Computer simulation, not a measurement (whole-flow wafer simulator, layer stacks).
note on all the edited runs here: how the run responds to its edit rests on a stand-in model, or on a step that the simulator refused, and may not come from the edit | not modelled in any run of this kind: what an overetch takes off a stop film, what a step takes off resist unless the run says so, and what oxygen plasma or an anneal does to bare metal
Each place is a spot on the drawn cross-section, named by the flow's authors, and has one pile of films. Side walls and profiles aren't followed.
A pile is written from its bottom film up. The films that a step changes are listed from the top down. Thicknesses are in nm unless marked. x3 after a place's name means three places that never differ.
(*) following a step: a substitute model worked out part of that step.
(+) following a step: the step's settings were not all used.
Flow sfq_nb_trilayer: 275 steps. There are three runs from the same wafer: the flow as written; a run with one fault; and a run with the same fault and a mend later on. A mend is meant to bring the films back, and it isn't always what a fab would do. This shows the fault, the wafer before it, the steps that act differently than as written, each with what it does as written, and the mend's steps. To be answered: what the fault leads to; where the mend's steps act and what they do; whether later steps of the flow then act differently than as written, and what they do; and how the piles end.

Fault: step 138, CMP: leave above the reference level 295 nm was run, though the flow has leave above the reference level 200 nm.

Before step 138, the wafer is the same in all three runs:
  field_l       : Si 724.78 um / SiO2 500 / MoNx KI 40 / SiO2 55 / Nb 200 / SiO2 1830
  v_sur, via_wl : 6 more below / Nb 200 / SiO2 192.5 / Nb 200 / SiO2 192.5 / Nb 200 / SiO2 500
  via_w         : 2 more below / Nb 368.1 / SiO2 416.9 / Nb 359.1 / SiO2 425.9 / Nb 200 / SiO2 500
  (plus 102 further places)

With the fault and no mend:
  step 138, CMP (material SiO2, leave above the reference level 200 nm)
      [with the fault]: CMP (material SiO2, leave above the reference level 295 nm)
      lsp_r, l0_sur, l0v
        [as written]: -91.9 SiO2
        [with the fault]: nothing
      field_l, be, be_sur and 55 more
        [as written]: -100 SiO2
        [with the fault]: -5 SiO2
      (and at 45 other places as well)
  Later steps of the flow acting differently than as written (not shown: 9 more steps that differ only slightly, by at most 2% or 0.5 nm, whichever is larger):
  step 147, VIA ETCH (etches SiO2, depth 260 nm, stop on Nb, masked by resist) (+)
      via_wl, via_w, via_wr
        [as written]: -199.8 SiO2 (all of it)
        [with the fault]: -260 SiO2
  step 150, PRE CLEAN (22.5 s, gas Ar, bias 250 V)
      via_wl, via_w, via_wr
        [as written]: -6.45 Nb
        [with the fault]: -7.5 SiO2
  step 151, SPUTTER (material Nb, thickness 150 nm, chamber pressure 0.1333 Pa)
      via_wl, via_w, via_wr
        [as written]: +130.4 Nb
        [with the fault]: +123.3 Nb (new film)
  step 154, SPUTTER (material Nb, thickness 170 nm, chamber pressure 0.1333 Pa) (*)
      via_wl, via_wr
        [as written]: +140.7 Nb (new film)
        [with the fault]: +103.1 Nb (new film)
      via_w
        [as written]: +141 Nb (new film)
        [with the fault]: +136 Nb (new film)
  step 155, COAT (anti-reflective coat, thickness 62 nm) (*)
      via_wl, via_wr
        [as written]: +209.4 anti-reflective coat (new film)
        [with the fault]: +321.3 anti-reflective coat (new film)
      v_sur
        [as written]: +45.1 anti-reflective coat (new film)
        [with the fault]: +42.8 anti-reflective coat (new film)
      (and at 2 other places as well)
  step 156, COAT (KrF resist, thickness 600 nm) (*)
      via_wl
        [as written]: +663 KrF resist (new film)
        [with the fault]: +648.6 KrF resist (new film)
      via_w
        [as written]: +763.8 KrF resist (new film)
        [with the fault]: +811.1 KrF resist (new film)
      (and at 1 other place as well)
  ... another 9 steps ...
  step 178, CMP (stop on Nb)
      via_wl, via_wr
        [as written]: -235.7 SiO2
        [with the fault]: -227.2 SiO2
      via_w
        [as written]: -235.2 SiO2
        [with the fault]: -227.2 SiO2
  The piles end different from the flow's at field_l, v_sur, via_wl and 103 more by more than 2% or 0.5 nm, whichever is larger.
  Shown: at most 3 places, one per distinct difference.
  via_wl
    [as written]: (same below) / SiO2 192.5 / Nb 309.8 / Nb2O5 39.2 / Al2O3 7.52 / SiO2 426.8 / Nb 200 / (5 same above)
    [with the fault]: (same below) / SiO2 192.5 / Nb 200 / SiO2 27.3 / Nb 123.3 / Al 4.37 / Al2O3 0.96 / Nb2O5 52.6 / SiO2 469.8 / Nb 200 / (5 same above)
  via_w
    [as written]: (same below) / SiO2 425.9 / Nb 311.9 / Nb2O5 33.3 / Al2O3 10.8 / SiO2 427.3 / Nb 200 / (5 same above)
    [with the fault]: (same below) / SiO2 425.9 / Nb 200 / SiO2 27.3 / Nb 110.8 / Nb2O5 34.7 / Al2O3 10.1 / SiO2 495.5 / Nb 200 / (5 same above)
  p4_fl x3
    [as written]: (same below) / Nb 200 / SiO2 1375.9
    [with the fault]: (same below) / Nb 200 / SiO2 1470.9

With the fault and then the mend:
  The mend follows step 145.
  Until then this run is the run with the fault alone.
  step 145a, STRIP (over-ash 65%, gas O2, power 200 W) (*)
      field_l, v_sur, via_sp and 91 more
        -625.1 KrF resist (all of it), -62 anti-reflective coat (all of it)
      via_wl, via_w, via_wr
        -62 anti-reflective coat (all of it)
      moat, field_r, lsp_l
        -625 KrF resist (all of it), -62 anti-reflective coat (all of it)
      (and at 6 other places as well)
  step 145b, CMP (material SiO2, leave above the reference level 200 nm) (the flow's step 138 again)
      field_l, v_sur, via_wl and 100 more
        -95 SiO2
      lsp_r, l0_sur, l0v
        -91.9 SiO2
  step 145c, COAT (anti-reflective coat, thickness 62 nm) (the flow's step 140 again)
      field_l, v_sur, via_wl and 103 more
        +62 anti-reflective coat (new film)
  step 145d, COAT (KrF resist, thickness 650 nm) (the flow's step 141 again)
      field_l, v_sur, via_wl and 103 more
        +650 KrF resist (new film)
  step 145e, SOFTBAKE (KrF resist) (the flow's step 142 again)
      does not change any film at any place that is followed
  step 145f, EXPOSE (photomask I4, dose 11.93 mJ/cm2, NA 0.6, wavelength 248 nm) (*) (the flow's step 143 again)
      does not change any film at any place that is followed
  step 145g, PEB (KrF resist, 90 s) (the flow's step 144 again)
      field_l, v_sur, via_wl and 103 more
        -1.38 KrF resist
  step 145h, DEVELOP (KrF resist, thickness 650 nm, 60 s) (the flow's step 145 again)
      field_l, v_sur, via_sp and 100 more
        -23.5 KrF resist
      via_wl, via_w, via_wr
        -648.6 KrF resist (all of it)
  None of the later steps of the flow acts differently than as written at any place that is followed.
  At every place that both follow, the piles at the end match the flow's.
